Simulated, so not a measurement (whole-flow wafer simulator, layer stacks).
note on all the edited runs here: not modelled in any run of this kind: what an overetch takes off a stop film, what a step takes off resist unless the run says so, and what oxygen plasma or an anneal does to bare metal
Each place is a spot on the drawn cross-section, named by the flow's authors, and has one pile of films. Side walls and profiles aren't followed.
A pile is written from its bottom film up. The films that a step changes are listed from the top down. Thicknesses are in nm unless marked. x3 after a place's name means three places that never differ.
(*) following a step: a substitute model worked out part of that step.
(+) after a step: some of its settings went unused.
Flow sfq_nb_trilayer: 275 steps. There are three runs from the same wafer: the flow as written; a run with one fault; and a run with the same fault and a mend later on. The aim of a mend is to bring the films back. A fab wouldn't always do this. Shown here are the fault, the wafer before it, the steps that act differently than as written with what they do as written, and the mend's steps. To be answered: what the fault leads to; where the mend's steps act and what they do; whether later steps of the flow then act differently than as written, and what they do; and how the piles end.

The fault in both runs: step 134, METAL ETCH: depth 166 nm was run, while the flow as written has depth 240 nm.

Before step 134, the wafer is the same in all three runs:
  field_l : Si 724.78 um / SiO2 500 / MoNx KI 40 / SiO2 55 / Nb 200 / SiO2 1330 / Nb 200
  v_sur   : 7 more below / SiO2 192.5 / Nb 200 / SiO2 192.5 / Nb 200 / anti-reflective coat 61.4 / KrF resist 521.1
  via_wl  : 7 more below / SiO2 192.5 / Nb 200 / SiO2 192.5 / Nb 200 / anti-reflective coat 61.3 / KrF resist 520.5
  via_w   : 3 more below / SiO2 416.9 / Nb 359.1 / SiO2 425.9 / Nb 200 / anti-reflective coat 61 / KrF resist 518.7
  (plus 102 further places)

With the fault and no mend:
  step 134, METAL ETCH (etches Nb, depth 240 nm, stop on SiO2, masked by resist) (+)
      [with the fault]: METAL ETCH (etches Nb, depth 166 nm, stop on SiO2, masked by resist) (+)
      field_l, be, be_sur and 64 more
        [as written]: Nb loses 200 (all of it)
        [with the fault]: Nb loses 166
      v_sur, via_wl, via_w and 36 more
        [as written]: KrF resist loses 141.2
        [with the fault]: KrF resist loses 97.6
  Steps further on in the flow that do not act as written:
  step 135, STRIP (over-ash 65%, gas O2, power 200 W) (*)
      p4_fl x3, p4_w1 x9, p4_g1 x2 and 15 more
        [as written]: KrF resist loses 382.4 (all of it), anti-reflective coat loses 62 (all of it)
        [with the fault]: KrF resist loses 425.9 (all of it), anti-reflective coat loses 62 (all of it)
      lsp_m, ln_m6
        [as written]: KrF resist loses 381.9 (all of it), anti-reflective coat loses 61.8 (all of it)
        [with the fault]: KrF resist loses 425.5 (all of it), anti-reflective coat loses 61.8 (all of it)
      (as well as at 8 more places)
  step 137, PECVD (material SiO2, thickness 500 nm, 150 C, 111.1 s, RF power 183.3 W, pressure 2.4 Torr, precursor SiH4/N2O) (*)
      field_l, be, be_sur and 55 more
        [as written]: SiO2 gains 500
        [with the fault]: SiO2 gains 500 (new film)
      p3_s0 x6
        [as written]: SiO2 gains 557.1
        [with the fault]: SiO2 gains 523.1 (new film)
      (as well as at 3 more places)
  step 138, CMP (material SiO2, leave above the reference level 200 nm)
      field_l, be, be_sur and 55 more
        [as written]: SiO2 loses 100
        [with the fault]: SiO2 loses 134
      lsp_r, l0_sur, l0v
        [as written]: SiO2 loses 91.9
        [with the fault]: SiO2 loses 127.3
  By the end, the piles at field_l, be, be_sur and 64 more depart from the flow's by more than 2% or 0.5 nm, whichever is larger.
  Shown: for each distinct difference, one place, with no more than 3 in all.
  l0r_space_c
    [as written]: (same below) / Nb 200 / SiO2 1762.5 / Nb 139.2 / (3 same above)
    [with the fault]: (same below) / Nb 200 / SiO2 1370 / Nb 34 / SiO2 358.5 / Nb 139.2 / (3 same above)
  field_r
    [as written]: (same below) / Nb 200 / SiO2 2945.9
    [with the fault]: (same below) / Nb 200 / SiO2 1370 / Nb 34 / SiO2 1541.9
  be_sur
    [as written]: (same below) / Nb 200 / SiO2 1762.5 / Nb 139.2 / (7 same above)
    [with the fault]: (same below) / Nb 200 / SiO2 1370 / Nb 34 / SiO2 358.5 / Nb 139.2 / (7 same above)

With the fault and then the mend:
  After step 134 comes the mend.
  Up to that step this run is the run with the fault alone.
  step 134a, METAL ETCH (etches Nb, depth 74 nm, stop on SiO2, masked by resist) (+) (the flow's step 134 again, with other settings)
      field_l, be, be_sur and 64 more
        Nb loses 34 (all of it)
      v_sur, via_wl, via_w and 36 more
        KrF resist loses 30
  Steps further on in the flow that do not act as written:
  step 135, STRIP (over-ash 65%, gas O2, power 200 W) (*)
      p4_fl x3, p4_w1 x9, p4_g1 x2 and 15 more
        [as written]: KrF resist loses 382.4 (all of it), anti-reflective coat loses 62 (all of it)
        [with the mend]: KrF resist loses 395.9 (all of it), anti-reflective coat loses 62 (all of it)
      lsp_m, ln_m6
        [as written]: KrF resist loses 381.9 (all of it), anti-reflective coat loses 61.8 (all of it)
        [with the mend]: KrF resist loses 395.5 (all of it), anti-reflective coat loses 61.8 (all of it)
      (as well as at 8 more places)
  By the end, the piles equal the flow's at every place that both follow.
